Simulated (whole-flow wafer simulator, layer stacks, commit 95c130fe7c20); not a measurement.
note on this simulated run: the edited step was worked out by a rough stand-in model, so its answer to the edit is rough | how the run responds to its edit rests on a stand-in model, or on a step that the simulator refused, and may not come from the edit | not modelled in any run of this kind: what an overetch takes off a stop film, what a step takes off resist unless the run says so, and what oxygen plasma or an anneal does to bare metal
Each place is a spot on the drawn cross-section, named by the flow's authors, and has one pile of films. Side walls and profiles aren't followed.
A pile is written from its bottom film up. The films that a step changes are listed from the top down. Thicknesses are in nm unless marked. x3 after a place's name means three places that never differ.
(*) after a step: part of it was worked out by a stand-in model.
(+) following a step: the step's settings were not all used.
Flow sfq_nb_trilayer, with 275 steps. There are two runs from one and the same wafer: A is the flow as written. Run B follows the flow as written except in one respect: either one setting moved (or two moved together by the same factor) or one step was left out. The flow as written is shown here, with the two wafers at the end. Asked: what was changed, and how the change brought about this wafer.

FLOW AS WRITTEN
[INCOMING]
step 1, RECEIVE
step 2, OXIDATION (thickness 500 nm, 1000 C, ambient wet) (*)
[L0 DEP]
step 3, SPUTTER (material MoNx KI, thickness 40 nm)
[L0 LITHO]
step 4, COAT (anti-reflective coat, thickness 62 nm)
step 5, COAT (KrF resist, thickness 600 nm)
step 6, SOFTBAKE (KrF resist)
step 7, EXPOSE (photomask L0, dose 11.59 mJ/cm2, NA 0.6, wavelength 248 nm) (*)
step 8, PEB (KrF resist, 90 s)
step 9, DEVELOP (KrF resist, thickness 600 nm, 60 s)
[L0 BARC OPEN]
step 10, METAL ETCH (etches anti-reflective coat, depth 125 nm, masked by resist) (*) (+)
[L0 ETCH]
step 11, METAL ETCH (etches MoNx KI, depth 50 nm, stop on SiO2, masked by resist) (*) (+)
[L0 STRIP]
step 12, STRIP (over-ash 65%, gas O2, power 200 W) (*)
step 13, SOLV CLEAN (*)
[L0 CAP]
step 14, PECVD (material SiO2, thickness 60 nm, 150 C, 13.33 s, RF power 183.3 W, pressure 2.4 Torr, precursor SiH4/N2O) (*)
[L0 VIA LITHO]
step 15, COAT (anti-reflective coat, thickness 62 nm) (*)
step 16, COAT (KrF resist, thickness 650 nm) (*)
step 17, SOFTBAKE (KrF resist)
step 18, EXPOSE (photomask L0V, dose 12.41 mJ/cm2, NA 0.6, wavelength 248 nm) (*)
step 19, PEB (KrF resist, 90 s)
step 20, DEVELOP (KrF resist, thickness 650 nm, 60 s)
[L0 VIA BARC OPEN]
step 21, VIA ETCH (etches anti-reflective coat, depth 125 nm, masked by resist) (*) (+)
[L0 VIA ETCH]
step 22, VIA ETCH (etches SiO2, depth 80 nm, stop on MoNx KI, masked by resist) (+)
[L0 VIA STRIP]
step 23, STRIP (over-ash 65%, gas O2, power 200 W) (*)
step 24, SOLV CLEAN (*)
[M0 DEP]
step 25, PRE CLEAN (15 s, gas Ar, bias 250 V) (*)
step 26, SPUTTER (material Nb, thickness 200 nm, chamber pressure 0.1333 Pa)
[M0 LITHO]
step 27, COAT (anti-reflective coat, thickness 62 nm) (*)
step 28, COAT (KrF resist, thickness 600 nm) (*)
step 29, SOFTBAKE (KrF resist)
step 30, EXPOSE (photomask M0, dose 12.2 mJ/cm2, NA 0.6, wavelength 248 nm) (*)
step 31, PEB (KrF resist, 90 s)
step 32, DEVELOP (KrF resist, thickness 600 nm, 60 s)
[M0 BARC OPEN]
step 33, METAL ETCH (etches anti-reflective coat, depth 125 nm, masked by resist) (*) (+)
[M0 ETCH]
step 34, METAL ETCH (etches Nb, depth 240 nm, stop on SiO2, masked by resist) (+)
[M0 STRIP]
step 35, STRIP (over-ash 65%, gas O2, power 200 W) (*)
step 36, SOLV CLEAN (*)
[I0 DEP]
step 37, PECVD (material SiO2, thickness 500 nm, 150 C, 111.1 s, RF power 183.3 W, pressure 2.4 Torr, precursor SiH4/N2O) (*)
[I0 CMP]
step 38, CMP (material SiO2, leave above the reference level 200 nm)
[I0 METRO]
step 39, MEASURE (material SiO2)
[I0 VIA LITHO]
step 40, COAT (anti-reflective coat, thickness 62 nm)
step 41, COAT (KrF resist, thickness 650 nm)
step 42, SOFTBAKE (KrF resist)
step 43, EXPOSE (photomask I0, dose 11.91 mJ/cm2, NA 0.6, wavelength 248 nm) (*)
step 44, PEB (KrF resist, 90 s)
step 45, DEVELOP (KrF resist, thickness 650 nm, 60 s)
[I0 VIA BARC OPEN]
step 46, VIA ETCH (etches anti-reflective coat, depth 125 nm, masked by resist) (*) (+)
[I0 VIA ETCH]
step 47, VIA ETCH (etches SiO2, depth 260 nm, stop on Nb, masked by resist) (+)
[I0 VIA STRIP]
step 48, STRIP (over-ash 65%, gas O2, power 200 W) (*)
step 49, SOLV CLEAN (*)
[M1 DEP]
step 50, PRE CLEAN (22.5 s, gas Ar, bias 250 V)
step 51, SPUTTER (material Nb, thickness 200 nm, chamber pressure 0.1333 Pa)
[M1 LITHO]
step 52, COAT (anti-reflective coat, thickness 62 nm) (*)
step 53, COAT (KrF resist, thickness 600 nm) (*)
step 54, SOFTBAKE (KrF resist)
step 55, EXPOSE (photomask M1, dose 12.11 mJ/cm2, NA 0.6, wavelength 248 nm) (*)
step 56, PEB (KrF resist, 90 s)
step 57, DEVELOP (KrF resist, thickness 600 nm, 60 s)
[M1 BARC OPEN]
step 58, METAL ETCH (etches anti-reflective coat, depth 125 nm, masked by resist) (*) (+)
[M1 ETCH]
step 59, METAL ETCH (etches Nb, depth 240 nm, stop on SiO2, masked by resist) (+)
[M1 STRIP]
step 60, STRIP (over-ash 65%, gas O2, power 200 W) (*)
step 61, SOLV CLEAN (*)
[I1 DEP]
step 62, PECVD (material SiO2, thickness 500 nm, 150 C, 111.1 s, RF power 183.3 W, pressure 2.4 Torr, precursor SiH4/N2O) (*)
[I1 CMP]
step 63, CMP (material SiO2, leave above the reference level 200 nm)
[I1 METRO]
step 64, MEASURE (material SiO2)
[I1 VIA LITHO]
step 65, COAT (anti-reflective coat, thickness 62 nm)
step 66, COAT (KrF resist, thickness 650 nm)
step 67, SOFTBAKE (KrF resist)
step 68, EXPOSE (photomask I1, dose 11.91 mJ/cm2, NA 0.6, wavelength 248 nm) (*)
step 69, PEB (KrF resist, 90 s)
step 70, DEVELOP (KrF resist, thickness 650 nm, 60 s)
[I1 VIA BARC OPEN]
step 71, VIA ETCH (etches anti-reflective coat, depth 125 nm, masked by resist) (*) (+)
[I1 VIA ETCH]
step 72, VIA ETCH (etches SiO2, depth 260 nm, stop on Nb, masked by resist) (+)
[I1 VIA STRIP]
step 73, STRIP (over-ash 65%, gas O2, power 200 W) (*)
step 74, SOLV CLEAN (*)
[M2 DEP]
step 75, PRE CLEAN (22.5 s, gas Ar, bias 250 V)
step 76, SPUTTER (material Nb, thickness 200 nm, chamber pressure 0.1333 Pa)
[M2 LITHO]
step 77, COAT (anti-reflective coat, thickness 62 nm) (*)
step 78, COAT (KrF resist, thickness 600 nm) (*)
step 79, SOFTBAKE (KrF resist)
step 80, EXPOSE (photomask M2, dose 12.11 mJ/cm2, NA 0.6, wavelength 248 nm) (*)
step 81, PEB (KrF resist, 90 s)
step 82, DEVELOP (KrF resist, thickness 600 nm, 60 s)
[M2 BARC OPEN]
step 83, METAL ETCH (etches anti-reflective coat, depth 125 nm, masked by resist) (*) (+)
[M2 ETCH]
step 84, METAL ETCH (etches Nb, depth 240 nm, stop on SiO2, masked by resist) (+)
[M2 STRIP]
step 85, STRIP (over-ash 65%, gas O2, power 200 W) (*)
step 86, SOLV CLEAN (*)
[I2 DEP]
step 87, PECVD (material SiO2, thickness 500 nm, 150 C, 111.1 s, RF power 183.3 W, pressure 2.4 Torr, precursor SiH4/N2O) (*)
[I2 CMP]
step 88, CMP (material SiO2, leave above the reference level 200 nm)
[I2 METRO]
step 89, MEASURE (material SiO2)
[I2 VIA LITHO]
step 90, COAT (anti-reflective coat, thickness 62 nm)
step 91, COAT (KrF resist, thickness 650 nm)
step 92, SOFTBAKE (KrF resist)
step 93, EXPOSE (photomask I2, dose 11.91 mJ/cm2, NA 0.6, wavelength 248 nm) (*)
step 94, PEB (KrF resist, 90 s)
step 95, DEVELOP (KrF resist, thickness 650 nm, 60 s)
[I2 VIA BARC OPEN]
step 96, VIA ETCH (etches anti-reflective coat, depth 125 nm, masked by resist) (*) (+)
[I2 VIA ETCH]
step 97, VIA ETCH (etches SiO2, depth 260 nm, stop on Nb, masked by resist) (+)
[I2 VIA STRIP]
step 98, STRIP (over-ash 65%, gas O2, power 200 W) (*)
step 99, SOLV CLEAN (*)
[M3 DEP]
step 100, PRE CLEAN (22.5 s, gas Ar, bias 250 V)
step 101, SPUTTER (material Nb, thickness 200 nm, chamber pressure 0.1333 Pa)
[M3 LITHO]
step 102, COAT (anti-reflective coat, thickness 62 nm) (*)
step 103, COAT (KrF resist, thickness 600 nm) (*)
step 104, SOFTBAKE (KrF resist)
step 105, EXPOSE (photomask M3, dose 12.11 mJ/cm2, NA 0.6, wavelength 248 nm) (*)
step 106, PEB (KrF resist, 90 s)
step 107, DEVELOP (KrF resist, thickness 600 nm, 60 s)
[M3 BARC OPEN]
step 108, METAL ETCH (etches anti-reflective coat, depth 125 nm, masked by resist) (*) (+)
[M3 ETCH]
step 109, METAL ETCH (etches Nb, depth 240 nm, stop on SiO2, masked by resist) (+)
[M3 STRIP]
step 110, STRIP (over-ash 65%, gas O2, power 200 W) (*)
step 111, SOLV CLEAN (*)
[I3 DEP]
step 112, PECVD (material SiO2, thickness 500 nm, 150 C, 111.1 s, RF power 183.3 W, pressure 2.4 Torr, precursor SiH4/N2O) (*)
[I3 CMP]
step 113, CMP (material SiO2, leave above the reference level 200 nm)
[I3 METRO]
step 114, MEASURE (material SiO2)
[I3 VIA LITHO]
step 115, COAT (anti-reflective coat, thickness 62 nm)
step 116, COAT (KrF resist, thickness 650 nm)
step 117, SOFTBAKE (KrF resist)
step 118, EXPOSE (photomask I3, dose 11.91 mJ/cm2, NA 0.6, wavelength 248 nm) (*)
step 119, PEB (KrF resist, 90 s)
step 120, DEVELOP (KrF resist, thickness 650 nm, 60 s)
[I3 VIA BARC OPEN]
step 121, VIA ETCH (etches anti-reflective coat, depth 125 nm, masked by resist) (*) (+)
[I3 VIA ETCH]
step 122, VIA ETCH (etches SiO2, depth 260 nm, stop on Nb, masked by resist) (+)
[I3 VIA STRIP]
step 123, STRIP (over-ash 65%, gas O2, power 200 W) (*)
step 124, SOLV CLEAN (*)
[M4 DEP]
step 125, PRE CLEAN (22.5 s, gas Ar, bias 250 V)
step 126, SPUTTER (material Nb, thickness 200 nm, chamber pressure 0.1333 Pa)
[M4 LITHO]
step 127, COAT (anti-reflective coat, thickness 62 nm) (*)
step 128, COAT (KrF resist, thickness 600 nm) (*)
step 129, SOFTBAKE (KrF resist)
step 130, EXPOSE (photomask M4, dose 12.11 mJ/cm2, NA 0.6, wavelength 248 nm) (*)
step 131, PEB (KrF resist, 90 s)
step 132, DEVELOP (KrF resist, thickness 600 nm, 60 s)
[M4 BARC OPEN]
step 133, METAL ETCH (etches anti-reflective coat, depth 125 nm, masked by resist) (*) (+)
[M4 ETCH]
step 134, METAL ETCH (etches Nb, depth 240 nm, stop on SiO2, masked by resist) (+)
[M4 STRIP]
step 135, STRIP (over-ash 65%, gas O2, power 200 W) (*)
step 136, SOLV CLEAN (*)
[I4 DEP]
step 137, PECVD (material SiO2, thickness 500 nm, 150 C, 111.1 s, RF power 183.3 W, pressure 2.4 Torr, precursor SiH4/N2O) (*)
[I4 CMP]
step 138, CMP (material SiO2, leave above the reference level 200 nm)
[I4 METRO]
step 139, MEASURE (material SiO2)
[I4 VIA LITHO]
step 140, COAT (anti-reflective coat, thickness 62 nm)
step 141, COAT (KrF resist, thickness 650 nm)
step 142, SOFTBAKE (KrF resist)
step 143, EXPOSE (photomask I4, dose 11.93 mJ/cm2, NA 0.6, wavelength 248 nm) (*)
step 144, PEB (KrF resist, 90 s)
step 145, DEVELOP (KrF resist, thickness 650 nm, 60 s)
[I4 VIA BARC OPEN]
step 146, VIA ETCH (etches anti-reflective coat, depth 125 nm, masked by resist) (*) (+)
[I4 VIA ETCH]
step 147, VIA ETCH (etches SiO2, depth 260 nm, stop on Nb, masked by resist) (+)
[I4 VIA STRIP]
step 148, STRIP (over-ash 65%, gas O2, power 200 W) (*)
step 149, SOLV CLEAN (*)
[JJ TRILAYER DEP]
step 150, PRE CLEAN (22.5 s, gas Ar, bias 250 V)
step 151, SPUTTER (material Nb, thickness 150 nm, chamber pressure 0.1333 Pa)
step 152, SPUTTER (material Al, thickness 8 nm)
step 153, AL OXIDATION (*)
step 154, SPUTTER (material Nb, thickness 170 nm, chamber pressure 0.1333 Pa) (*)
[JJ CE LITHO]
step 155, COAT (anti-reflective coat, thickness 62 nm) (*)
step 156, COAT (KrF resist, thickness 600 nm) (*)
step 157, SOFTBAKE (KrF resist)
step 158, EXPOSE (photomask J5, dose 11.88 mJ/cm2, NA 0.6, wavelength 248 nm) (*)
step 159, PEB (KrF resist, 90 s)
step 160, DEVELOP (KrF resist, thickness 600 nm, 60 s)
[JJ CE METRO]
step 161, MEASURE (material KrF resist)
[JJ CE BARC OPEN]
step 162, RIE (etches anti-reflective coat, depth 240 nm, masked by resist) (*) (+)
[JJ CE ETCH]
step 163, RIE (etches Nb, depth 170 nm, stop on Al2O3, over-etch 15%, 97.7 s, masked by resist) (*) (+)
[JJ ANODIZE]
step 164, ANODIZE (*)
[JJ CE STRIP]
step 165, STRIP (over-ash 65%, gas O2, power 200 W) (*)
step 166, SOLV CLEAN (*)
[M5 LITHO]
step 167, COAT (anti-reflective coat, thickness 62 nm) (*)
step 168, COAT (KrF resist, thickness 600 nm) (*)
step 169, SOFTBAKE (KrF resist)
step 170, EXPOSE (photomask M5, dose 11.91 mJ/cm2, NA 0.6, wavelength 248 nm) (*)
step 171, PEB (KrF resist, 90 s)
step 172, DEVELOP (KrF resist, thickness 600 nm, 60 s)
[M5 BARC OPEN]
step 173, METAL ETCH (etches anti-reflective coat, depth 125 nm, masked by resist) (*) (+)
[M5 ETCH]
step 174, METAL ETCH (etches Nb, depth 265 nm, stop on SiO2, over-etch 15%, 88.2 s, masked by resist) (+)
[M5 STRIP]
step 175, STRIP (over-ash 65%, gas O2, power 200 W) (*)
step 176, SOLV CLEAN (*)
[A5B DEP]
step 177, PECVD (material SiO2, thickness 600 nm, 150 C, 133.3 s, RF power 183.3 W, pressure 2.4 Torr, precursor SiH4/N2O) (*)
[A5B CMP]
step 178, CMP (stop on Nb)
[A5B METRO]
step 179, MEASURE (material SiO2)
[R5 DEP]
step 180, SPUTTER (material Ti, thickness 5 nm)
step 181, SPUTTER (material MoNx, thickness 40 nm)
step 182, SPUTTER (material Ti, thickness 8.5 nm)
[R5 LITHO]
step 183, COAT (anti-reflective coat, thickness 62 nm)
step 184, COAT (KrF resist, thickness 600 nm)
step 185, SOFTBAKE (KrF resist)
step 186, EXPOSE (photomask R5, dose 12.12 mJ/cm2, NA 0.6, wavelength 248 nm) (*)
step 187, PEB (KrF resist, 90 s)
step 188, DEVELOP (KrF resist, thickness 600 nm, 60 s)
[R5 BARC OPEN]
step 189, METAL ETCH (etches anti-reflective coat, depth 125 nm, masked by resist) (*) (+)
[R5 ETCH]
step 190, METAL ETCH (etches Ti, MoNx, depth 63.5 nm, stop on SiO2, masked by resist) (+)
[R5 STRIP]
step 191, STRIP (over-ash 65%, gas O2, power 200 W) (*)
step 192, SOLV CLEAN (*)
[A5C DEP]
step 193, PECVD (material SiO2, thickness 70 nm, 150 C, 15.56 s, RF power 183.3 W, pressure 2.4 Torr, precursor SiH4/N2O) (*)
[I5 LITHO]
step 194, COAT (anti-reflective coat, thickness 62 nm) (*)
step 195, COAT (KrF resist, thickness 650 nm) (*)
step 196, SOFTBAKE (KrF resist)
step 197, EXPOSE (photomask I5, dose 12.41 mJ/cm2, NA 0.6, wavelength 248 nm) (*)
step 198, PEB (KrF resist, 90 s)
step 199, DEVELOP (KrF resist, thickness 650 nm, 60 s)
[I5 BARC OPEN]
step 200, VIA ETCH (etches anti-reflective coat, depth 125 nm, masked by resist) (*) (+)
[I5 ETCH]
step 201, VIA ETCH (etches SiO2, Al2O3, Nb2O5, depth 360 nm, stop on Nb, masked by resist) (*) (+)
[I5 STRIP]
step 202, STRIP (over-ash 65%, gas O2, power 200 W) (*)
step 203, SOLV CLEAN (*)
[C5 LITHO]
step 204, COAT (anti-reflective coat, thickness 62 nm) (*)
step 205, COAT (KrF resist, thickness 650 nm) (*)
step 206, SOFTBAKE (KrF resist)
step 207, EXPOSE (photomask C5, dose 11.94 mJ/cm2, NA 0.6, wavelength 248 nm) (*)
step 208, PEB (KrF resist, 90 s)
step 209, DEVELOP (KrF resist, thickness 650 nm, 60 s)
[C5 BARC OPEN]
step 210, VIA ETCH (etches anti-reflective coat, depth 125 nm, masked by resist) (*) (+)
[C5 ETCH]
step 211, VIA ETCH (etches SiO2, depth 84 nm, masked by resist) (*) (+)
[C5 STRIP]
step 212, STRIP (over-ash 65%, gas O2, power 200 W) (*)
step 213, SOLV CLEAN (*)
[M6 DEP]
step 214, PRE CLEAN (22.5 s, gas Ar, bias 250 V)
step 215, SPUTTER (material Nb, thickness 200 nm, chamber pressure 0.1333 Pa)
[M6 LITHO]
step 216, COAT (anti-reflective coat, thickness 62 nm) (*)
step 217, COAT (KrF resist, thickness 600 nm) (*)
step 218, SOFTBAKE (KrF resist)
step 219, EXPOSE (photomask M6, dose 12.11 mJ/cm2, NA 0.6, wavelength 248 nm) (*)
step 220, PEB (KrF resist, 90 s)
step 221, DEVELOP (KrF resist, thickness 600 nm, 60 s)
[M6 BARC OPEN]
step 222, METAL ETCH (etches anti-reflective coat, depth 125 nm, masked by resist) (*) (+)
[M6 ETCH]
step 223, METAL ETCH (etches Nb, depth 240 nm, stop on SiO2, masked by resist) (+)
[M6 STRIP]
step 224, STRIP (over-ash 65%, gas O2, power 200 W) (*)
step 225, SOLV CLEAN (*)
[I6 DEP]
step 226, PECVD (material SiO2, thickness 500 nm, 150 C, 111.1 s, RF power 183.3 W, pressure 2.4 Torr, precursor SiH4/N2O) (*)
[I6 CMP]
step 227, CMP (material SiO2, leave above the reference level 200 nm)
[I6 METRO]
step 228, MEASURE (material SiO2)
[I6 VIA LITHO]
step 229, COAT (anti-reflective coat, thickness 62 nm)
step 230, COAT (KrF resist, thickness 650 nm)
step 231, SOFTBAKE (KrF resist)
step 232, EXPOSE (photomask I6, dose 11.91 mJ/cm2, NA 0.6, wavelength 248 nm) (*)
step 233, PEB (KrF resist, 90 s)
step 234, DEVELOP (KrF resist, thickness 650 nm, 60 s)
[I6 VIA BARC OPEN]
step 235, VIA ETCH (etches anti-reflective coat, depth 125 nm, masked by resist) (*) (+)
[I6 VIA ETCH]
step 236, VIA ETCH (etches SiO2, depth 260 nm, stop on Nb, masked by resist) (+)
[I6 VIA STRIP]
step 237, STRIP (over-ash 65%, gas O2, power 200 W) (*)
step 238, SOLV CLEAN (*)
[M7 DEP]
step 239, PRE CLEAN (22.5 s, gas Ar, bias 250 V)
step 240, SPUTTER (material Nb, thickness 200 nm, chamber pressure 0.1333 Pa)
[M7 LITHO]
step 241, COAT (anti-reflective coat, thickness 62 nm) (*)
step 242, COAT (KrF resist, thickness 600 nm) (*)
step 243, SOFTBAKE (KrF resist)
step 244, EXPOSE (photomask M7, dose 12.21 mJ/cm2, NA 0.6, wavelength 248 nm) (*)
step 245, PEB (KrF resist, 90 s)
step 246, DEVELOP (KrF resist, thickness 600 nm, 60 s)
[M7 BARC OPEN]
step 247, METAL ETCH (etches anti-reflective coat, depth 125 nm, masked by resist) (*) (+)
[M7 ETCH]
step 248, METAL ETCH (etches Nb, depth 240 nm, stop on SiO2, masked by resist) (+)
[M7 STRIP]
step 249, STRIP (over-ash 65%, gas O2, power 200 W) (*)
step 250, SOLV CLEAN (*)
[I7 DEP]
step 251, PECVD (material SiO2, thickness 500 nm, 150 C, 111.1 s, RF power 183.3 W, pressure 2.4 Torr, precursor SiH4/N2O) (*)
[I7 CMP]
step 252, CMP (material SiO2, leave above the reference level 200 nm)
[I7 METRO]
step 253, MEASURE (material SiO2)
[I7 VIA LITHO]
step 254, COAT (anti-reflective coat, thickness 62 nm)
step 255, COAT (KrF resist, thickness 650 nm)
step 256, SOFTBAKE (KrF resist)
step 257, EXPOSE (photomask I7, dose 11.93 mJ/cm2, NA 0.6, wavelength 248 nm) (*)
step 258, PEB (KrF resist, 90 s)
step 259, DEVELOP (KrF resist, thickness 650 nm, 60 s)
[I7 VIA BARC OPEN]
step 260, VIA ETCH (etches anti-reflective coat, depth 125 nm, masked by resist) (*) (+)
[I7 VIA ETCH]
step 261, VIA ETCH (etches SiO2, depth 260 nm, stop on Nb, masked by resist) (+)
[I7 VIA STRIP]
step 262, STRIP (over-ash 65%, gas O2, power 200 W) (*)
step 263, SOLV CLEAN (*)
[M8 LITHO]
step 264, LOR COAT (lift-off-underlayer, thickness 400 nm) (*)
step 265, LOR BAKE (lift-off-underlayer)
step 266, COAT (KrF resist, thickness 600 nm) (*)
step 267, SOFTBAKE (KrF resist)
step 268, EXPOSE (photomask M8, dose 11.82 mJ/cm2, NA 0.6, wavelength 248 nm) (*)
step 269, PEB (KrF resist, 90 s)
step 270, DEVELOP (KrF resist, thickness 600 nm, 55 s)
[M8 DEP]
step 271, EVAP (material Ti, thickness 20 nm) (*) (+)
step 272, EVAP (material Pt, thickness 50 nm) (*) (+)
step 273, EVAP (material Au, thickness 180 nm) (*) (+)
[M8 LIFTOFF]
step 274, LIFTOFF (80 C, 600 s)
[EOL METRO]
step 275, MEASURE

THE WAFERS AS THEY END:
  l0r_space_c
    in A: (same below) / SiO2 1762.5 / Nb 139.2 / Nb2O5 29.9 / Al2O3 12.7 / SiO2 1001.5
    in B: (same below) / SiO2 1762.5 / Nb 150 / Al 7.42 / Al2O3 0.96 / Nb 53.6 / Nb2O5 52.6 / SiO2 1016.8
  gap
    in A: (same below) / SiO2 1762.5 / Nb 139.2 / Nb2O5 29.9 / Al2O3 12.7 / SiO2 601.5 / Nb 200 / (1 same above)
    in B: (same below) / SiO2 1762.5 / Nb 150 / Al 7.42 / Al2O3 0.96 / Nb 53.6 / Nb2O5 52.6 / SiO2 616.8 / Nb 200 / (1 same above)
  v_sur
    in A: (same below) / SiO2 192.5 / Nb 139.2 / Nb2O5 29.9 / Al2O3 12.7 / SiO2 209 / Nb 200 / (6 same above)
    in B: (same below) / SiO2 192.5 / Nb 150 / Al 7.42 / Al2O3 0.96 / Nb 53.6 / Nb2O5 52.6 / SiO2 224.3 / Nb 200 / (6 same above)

The reason: step 154, SPUTTER: thickness 268 nm was run, whereas the flow has thickness 170 nm.

The path from the change to this, step by step:
  step 154, SPUTTER (material Nb, thickness 170 nm, chamber pressure 0.1333 Pa) (*)
      field_l, v_sur, via_sp and 100 more: A Nb gains 170 (new film) | B Nb gains 268 (new film)
      via_wl, via_wr: A Nb gains 140.7 (new film) | B Nb gains 222.7 (new film)
      (and at 1 other place as well)
  step 155, COAT (anti-reflective coat, thickness 62 nm) (*)
      via_wl, via_wr: A anti-reflective coat gains 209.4 (new film) | B anti-reflective coat gains 240.2 (new film)
      via_w: A anti-reflective coat gains 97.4 (new film) | B anti-reflective coat gains 107.8 (new film)
  step 156, COAT (KrF resist, thickness 600 nm) (*)
      via_wl: A KrF resist gains 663 (new film) | B KrF resist gains 648.4 (new film)
      via_wr: A KrF resist gains 663.2 (new film) | B KrF resist gains 648.6 (new film)
  step 160, DEVELOP (KrF resist, thickness 600 nm, 60 s)
      via_wl: A KrF resist loses 661.6 (all of it) | B KrF resist loses 647 (all of it)
      via_wr: A KrF resist loses 661.8 (all of it) | B KrF resist loses 647.2 (all of it)
  step 162, RIE (etches anti-reflective coat, depth 240 nm, masked by resist) (*) (+)
      ce_l, c5j, ce_r, wl_jj: A KrF resist loses 209.4 | B KrF resist loses 240
      via_wl, via_wr: A anti-reflective coat loses 209.4 (all of it) | B anti-reflective coat loses 240.2 (all of it)
      (and at 1 other place as well)
  step 163, RIE (etches Nb, depth 170 nm, stop on Al2O3, over-etch 15%, 97.7 s, masked by resist) (*) (+)
      field_l, v_sur, via_sp and 96 more: A Nb loses 170 (all of it), Al2O3 loses 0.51 | B Nb loses 195.5
      via_wl, via_wr: A Nb loses 140.7 (all of it), Al2O3 loses 0.96 (all of it) | B Nb loses 195.5
      (and at 1 other place as well)
  step 164, ANODIZE (*)
      field_l, v_sur, via_sp and 96 more: A Al2O3 gains 12.2, Nb2O5 gains 29.9 (new film), Al loses 7.42 (all of it), Nb loses 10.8 | B Nb2O5 gains 52.6 (new film), Nb loses 18.9
      via_wl, via_wr: A Al2O3 gains 7.52 (new film), Nb2O5 gains 39.2 (new film), Al loses 4.56 (all of it), Nb loses 14.1 | B Nb2O5 gains 52.6 (new film), Nb loses 18.9
      (and at 1 other place as well)
  step 165, STRIP (over-ash 65%, gas O2, power 200 W) (*)
      ce_l: A KrF resist loses 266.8 (all of it), anti-reflective coat loses 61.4 (all of it) | B KrF resist loses 236.1 (all of it), anti-reflective coat loses 61.4 (all of it)
      c5j: A KrF resist loses 266.9 (all of it), anti-reflective coat loses 61.5 (all of it) | B KrF resist loses 236.2 (all of it), anti-reflective coat loses 61.5 (all of it)
      (and at 2 other places as well)
  step 167, COAT (anti-reflective coat, thickness 62 nm) (*)
      wl_j_sl, wl_j_sr: A anti-reflective coat gains 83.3 (new film) | B anti-reflective coat gains 85.4 (new film)
      via_wl: A anti-reflective coat gains 170.5 (new film) | B anti-reflective coat gains 235.8 (new film)
      (and at 8 other places as well)
  step 168, COAT (KrF resist, thickness 600 nm) (*)
      via_wl: A KrF resist gains 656 (new film) | B KrF resist gains 635.4 (new film)
      via_w: A KrF resist gains 732.6 (new film) | B KrF resist gains 754.8 (new film)
      (and at 1 other place as well)
  step 174, METAL ETCH (etches Nb, depth 265 nm, stop on SiO2, over-etch 15%, 88.2 s, masked by resist) (+)
      field_l, r_sur, res and 50 more: A Al2O3 loses 12.6 (all of it), Nb2O5 loses 29.9 (all of it), Nb loses 139.2 (all of it), SiO2 loses 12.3 | B Nb2O5 loses 52.6 (all of it), Nb loses 53.6 (all of it), Al2O3 loses 0.96 (all of it), Al loses 7.42 (all of it), Nb loses 150 (all of it)
  step 175, STRIP (over-ash 65%, gas O2, power 200 W) (*)
      via_wl: A KrF resist loses 427 (all of it), anti-reflective coat loses 170.5 (all of it) | B KrF resist loses 406.5 (all of it), anti-reflective coat loses 235.8 (all of it)
      via_w: A KrF resist loses 503.5 (all of it), anti-reflective coat loses 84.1 (all of it) | B KrF resist loses 525.6 (all of it), anti-reflective coat loses 102 (all of it)
      (and at 9 other places as well)
  step 177, PECVD (material SiO2, thickness 600 nm, 150 C, 133.3 s, RF power 183.3 W, pressure 2.4 Torr, precursor SiH4/N2O) (*)
      via_wl, via_wr: A SiO2 gains 600 (new film) | B SiO2 gains 667.7 (new film)
      via_w: A SiO2 gains 600 (new film) | B SiO2 gains 665.2 (new film)
  step 178, CMP (stop on Nb)
      v_sur, via_sp, via_v and 43 more: A SiO2 loses 453.5 | B SiO2 loses 438.2
      field_l, p4_fl, p4_fm and 39 more: A SiO2 loses 259.3 | B SiO2 loses 173.6
      (and at 11 other places as well)
  step 201, VIA ETCH (etches SiO2, Al2O3, Nb2O5, depth 360 nm, stop on Nb, masked by resist) (*) (+)
      be: A SiO2 loses 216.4 (all of it), Al2O3 loses 12.7 (all of it), Nb2O5 loses 29.9 (all of it) | B SiO2 loses 231.6 (all of it), Nb2O5 loses 52.6 (all of it)
  step 204, COAT (anti-reflective coat, thickness 62 nm) (*)
      be: A anti-reflective coat gains 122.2 (new film) | B anti-reflective coat gains 125.9 (new film)
  ... 6 further steps ...
  step 226, PECVD (material SiO2, thickness 500 nm, 150 C, 111.1 s, RF power 183.3 W, pressure 2.4 Torr, precursor SiH4/N2O) (*)
      be: A SiO2 gains 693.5 (new film) | B SiO2 gains 724.4 (new film)
If metal films that touch count as one body, l0r_space_c has 3 bodies (between them, from the top down: Al2O3 0.96; SiO2 1762.5); the flow as written gives 2 bodies (between them, from the top down: SiO2 1762.5).
If metal films that touch count as one body, gap has 4 bodies (between them, from the top down: SiO2 616.8 / Nb2O5 52.6; Al2O3 0.96; SiO2 1762.5); the flow as written gives 3 bodies (between them, from the top down: SiO2 601.5 / Al2O3 12.7 / Nb2O5 29.9; SiO2 1762.5).
If metal films that touch count as one body, v_sur has 10 bodies (between them, from the top down: SiO2 200; SiO2 192.5; SiO2 224.3 / Nb2O5 52.6; Al2O3 0.96; SiO2 192.5; SiO2 192.5; SiO2 192.5; SiO2 192.5; SiO2 192.5); the flow as written gives 9 bodies (between them, from the top down: SiO2 200; SiO2 192.5; SiO2 209 / Al2O3 12.7 / Nb2O5 29.9; SiO2 192.5; SiO2 192.5; SiO2 192.5; SiO2 192.5; SiO2 192.5).
